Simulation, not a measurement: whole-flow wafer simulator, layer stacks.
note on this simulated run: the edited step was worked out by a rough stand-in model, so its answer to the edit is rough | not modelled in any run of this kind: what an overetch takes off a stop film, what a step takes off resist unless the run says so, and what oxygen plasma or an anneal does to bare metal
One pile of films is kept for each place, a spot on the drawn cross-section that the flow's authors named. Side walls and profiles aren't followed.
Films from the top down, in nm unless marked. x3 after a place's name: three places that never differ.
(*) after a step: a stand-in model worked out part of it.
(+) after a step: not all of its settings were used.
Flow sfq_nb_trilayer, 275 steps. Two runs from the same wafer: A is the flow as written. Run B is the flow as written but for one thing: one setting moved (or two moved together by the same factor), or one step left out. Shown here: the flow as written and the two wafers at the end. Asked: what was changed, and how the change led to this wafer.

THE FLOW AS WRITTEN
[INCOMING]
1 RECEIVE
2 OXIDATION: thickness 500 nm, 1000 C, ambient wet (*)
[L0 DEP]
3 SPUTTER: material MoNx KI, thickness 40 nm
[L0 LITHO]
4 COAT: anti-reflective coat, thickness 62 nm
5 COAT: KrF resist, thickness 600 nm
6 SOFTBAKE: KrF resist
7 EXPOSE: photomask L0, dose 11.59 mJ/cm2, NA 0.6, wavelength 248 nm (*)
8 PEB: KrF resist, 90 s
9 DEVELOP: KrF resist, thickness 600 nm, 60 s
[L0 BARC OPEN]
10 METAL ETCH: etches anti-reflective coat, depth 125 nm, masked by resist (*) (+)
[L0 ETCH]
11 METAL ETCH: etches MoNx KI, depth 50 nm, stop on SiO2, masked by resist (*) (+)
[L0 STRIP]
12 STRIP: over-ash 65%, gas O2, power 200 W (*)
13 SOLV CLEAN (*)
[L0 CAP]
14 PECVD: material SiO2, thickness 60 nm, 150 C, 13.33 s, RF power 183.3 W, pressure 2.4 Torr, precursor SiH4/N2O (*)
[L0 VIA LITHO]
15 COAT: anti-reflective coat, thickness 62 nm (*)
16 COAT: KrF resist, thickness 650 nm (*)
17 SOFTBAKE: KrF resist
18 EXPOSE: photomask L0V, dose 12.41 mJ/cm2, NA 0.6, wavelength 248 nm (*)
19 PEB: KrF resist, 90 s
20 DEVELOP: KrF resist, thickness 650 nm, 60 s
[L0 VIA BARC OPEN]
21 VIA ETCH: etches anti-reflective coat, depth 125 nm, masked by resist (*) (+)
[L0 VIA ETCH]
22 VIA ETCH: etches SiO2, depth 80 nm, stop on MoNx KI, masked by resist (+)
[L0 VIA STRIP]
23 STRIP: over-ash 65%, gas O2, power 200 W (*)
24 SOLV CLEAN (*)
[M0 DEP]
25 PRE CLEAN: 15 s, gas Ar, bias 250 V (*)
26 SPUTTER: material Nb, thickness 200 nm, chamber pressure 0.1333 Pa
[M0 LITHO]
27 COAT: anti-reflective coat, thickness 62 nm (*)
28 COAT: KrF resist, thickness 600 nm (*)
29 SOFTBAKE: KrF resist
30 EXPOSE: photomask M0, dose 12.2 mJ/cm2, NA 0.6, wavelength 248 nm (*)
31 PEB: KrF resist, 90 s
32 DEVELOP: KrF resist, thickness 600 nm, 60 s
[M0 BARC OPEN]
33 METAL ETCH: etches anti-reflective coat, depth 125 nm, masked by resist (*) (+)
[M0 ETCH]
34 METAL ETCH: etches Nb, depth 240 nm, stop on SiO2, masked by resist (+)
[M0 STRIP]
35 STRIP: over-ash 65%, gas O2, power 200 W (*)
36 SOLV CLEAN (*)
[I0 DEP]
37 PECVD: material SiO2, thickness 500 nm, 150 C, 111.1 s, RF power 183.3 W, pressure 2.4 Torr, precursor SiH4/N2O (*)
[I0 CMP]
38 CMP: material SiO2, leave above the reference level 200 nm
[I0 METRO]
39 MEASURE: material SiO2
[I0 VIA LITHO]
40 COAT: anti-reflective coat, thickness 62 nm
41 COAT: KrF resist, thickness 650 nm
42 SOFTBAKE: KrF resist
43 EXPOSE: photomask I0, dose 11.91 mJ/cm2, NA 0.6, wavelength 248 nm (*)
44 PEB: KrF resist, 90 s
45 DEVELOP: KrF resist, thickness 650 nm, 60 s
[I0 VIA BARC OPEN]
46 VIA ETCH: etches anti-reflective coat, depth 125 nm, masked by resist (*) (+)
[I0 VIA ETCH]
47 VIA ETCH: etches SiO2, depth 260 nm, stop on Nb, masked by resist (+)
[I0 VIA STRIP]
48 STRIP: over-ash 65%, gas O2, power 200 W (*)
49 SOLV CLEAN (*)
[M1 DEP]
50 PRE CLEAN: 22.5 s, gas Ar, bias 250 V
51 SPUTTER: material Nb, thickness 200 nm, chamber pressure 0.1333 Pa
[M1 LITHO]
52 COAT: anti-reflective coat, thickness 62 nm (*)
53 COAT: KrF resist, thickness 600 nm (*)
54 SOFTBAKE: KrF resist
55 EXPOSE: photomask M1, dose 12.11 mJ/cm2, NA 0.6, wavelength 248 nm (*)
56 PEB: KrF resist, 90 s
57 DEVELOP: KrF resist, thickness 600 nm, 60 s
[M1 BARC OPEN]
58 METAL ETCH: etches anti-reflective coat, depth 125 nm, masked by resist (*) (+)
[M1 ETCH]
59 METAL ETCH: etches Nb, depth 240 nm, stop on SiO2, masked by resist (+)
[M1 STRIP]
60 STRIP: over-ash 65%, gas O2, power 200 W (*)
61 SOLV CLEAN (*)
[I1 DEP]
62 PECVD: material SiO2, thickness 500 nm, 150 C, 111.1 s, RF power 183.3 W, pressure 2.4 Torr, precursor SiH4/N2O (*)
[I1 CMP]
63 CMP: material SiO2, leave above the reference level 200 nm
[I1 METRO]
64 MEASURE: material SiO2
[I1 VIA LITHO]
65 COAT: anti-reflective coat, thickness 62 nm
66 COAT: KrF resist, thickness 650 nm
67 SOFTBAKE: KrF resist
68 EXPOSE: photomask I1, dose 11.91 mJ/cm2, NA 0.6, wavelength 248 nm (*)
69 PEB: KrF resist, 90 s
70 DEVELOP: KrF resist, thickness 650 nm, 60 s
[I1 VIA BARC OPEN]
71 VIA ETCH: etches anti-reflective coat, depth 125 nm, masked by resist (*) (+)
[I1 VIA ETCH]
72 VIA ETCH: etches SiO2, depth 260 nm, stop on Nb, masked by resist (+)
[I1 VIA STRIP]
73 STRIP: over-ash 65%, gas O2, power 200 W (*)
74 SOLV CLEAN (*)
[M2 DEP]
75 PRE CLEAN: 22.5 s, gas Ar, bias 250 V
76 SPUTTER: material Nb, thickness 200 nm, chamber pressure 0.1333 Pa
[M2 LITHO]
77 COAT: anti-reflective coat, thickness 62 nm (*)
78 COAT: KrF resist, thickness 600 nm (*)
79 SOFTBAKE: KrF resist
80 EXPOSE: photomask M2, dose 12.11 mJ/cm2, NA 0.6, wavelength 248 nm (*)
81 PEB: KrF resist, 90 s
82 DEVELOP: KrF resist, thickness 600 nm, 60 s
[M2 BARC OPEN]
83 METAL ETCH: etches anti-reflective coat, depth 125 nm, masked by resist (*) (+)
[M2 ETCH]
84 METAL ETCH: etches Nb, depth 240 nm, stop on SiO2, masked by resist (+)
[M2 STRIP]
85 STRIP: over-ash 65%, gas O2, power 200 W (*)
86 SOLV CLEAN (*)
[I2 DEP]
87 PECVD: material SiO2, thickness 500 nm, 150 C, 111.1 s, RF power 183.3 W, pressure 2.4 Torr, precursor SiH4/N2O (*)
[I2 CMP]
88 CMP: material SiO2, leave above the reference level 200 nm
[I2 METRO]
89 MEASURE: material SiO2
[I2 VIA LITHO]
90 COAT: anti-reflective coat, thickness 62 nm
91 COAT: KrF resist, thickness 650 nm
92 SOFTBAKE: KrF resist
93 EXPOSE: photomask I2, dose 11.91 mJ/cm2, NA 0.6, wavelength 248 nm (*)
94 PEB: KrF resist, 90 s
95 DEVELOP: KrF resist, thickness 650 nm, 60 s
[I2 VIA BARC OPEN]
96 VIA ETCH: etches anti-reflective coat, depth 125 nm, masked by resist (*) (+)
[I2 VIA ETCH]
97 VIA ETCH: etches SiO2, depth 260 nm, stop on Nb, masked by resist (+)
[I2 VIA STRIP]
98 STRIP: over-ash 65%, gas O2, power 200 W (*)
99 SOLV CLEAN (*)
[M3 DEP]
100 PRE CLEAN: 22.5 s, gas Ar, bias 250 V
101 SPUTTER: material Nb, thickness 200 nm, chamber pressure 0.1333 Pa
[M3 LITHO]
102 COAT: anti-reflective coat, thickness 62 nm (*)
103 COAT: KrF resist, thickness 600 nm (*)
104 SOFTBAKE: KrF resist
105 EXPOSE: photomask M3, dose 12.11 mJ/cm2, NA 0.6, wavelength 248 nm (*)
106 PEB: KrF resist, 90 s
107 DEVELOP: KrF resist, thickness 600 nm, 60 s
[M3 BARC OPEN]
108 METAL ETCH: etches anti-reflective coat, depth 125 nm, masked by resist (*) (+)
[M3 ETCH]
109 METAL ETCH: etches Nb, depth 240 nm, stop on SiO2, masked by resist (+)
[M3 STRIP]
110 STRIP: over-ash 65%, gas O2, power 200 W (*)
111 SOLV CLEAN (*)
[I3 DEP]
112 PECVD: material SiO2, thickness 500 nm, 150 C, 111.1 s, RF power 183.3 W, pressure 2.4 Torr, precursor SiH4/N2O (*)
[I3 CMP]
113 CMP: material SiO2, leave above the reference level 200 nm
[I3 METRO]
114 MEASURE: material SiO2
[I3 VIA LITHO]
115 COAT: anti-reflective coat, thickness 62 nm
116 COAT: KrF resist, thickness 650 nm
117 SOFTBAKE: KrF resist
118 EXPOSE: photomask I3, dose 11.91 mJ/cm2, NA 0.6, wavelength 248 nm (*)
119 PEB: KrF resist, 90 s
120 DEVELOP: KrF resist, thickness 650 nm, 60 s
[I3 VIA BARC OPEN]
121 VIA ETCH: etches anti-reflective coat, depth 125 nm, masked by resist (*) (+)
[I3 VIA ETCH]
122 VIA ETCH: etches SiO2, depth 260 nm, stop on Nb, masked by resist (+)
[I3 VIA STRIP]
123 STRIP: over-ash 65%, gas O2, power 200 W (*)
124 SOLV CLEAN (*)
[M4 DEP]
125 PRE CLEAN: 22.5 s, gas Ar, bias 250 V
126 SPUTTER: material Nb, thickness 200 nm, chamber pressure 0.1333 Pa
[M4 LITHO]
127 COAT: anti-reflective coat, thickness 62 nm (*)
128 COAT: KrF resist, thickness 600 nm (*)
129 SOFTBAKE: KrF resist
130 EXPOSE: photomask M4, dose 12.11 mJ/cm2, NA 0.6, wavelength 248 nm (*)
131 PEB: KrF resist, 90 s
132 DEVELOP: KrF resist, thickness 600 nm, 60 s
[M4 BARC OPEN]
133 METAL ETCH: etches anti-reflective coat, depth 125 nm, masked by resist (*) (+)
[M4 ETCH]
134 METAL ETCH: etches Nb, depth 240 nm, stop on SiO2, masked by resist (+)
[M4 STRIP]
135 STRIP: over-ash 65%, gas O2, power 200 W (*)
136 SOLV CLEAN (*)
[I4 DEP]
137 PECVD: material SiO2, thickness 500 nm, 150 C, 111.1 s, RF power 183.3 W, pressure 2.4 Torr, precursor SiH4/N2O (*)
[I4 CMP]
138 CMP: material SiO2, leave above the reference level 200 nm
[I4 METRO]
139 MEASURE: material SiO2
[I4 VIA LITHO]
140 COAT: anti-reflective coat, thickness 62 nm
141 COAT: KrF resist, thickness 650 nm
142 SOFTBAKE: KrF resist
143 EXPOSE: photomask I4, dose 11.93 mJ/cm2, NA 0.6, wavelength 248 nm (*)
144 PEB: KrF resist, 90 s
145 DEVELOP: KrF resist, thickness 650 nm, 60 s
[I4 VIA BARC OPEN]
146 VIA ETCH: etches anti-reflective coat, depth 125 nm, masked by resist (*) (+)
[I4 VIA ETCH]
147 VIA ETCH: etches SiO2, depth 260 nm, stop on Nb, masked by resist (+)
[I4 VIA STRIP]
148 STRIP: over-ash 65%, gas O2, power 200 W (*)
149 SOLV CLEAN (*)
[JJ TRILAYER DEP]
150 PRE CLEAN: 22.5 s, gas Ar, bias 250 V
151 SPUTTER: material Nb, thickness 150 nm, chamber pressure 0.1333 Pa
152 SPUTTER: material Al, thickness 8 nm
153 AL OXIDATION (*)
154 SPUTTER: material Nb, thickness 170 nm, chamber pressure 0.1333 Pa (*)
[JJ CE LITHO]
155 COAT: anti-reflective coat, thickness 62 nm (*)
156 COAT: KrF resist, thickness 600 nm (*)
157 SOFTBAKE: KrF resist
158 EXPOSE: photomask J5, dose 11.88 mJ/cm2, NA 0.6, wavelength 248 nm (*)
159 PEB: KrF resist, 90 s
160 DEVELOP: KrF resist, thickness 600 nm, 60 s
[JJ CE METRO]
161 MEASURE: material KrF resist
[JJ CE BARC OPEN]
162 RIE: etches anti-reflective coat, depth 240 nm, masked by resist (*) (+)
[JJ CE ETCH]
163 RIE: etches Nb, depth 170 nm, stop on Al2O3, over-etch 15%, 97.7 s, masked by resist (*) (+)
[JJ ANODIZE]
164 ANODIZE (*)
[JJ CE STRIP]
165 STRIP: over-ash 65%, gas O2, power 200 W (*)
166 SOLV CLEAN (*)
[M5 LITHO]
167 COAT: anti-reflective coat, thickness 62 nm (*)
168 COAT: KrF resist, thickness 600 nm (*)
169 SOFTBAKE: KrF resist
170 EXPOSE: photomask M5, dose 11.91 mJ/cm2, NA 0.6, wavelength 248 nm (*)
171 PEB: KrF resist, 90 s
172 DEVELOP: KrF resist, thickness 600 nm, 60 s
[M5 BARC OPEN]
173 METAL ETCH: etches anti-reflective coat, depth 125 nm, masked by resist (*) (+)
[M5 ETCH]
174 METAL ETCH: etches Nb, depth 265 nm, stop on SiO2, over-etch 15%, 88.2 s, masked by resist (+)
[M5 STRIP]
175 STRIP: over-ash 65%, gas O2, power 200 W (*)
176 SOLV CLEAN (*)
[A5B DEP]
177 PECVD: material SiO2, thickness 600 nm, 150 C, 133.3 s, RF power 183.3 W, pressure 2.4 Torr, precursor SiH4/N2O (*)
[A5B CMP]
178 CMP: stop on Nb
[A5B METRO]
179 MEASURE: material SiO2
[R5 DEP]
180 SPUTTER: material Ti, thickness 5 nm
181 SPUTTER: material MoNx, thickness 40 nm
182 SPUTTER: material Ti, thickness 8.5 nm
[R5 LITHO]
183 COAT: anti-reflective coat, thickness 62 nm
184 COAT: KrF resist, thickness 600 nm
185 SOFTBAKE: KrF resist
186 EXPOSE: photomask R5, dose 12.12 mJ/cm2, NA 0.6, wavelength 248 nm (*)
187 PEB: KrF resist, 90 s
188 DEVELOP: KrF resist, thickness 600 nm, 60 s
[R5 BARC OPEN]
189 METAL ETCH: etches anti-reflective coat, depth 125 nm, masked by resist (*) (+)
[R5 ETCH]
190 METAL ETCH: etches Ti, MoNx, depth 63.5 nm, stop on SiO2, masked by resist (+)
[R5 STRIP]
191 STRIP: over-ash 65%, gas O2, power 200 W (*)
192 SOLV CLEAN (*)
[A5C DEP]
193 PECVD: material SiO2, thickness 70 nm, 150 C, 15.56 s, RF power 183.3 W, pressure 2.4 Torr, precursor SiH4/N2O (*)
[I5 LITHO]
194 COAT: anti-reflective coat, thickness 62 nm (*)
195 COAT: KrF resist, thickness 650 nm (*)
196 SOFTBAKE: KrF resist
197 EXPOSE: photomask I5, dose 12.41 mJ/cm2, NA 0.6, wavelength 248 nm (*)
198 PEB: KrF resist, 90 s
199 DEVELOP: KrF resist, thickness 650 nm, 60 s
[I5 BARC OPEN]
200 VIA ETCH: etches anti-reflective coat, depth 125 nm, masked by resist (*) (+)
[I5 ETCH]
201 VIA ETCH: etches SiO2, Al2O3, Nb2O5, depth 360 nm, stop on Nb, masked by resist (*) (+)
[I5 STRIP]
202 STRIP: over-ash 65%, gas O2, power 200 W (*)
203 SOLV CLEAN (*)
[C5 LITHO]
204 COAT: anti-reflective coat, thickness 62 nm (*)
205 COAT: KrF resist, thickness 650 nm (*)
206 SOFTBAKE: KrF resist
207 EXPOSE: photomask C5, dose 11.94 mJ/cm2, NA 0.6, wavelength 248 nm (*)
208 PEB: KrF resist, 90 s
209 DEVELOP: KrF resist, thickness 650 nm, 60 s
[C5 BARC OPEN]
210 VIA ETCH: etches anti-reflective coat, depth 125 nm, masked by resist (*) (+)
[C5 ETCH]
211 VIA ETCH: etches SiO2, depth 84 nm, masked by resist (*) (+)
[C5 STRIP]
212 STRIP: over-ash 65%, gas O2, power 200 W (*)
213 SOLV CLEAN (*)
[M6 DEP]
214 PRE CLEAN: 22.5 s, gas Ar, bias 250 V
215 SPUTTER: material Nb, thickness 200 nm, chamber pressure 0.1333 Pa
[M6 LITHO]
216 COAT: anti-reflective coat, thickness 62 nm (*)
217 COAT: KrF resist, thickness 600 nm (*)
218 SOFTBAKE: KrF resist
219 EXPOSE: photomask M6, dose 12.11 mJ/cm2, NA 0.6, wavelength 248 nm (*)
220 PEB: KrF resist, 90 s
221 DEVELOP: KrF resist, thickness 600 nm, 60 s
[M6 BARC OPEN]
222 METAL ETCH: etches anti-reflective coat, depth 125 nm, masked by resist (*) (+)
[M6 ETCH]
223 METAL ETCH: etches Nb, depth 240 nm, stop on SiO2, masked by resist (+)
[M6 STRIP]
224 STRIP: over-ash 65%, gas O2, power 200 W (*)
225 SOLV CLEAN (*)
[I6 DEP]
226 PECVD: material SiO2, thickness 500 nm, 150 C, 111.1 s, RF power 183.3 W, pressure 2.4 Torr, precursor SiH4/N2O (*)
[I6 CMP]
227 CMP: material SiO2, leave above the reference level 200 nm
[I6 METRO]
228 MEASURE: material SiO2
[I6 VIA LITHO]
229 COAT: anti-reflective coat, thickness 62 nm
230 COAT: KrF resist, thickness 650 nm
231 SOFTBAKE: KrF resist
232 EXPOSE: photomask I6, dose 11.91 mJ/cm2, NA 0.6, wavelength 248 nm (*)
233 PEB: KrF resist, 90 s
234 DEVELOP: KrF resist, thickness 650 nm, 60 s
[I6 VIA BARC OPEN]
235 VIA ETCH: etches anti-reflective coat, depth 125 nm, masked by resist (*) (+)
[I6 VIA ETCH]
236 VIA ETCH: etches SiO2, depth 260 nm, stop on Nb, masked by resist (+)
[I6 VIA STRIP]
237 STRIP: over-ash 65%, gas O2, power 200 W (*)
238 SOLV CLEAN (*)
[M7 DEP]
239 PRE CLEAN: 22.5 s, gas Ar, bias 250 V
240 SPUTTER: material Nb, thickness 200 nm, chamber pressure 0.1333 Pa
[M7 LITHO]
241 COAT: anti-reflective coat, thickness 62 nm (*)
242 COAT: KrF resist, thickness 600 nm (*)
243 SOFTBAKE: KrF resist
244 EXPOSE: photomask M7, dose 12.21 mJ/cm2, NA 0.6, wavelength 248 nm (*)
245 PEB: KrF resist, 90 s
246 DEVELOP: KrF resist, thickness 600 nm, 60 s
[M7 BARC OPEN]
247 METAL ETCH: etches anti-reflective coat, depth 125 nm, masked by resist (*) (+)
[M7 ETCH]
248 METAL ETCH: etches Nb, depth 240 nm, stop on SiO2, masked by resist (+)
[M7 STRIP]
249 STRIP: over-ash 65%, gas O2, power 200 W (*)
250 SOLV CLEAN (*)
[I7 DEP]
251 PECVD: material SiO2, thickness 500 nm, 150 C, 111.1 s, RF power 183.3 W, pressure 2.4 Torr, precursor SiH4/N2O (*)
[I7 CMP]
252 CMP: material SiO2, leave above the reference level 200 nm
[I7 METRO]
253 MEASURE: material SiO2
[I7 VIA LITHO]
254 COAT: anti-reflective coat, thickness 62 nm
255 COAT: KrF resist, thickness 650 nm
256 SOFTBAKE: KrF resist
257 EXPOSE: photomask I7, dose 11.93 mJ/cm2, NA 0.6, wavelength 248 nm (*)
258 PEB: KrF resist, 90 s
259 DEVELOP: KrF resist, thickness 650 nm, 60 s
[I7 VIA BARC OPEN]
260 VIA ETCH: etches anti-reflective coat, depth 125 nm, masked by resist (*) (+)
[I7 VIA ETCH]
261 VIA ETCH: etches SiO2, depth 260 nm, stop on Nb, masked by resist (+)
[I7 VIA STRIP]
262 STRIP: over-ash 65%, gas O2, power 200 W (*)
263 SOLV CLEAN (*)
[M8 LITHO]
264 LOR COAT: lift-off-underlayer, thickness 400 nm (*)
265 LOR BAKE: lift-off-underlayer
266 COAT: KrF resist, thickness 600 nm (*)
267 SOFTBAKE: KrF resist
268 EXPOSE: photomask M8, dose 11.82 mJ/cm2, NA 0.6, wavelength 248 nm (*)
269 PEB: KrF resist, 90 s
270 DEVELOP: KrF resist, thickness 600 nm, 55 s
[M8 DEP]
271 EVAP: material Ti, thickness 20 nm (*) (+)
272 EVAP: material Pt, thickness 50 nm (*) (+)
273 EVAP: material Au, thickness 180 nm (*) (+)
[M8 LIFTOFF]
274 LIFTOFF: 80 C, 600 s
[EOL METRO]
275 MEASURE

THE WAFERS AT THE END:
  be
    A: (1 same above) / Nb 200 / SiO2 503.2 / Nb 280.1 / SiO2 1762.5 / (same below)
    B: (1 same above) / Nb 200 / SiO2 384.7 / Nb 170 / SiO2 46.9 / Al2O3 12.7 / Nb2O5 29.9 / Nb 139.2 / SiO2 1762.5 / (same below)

The cause: step 201, VIA ETCH: depth 162 nm was run, where the flow has depth 360 nm.

How the change led to this, step by step:
  201 VIA ETCH: etches SiO2, Al2O3, Nb2O5, depth 360 nm, stop on Nb, masked by resist (*) (+)
      be: A SiO2 -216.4 (all of it), Al2O3 -12.7 (all of it), Nb2O5 -29.9 (all of it) | B SiO2 -162
      field_l, v_sur, via_wl and 102 more: A KrF resist -240 | B KrF resist -108
  202 STRIP: over-ash 65%, gas O2, power 200 W (*)
      p4_fl, p4_fm, p4_w1 and 44 more: A KrF resist -333.1 (all of it), anti-reflective coat -62 (all of it) | B KrF resist -465.1 (all of it), anti-reflective coat -62 (all of it)
      wl_b_sl, wl_b_m5, wl_b_sr and 13 more: A KrF resist -333 (all of it), anti-reflective coat -62 (all of it) | B KrF resist -465 (all of it), anti-reflective coat -62 (all of it)
      (and at 42 more places)
  204 COAT: anti-reflective coat, thickness 62 nm (*)
      wire: A anti-reflective coat +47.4 (new film) | B anti-reflective coat +50.2 (new film)
      be: A anti-reflective coat +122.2 (new film) | B anti-reflective coat +107.9 (new film)
      (and at 1 more place)
  205 COAT: KrF resist, thickness 650 nm (*)
      be: A KrF resist +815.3 (new film) | B KrF resist +745.9 (new film)
  212 STRIP: over-ash 65%, gas O2, power 200 W (*)
      wire: A KrF resist -555.8 (all of it), anti-reflective coat -47.4 (all of it) | B KrF resist -561.3 (all of it), anti-reflective coat -50.2 (all of it)
      be: A KrF resist -728.2 (all of it), anti-reflective coat -122.2 (all of it) | B KrF resist -658.8 (all of it), anti-reflective coat -107.9 (all of it)
      (and at 1 more place)
  214 PRE CLEAN: 22.5 s, gas Ar, bias 250 V
      be: A Nb -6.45 | B SiO2 -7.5
  215 SPUTTER: material Nb, thickness 200 nm, chamber pressure 0.1333 Pa
      be: A Nb +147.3 | B Nb +170 (new film)
  216 COAT: anti-reflective coat, thickness 62 nm (*)
      wire: A anti-reflective coat +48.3 (new film) | B anti-reflective coat +50.9 (new film)
      be: A anti-reflective coat +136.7 (new film) | B anti-reflective coat +116.3 (new film)
      (and at 1 more place)
  217 COAT: KrF resist, thickness 600 nm (*)
      be: A KrF resist +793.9 (new film) | B KrF resist +712.1 (new film)
  224 STRIP: over-ash 65%, gas O2, power 200 W (*)
      wire: A KrF resist -369.8 (all of it), anti-reflective coat -48.3 (all of it) | B KrF resist -377.2 (all of it), anti-reflective coat -50.9 (all of it)
      be: A KrF resist -575.8 (all of it), anti-reflective coat -136.7 (all of it) | B KrF resist -494.2 (all of it), anti-reflective coat -116.3 (all of it)
      (and at 1 more place)
  226 PECVD: material SiO2, thickness 500 nm, 150 C, 111.1 s, RF power 183.3 W, pressure 2.4 Torr, precursor SiH4/N2O (*)
      be: A SiO2 +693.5 (new film) | B SiO2 +549.2 (new film)
  227 CMP: material SiO2, leave above the reference level 200 nm
      be: A SiO2 -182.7 | B SiO2 -157.1
Counting metal films that touch as one body, be has 4 bodies (between them, from the top down: SiO2 384.7; SiO2 46.9 / Al2O3 12.7 / Nb2O5 29.9; SiO2 1762.5); the flow as written gives 3 bodies (between them, from the top down: SiO2 503.2; SiO2 1762.5).
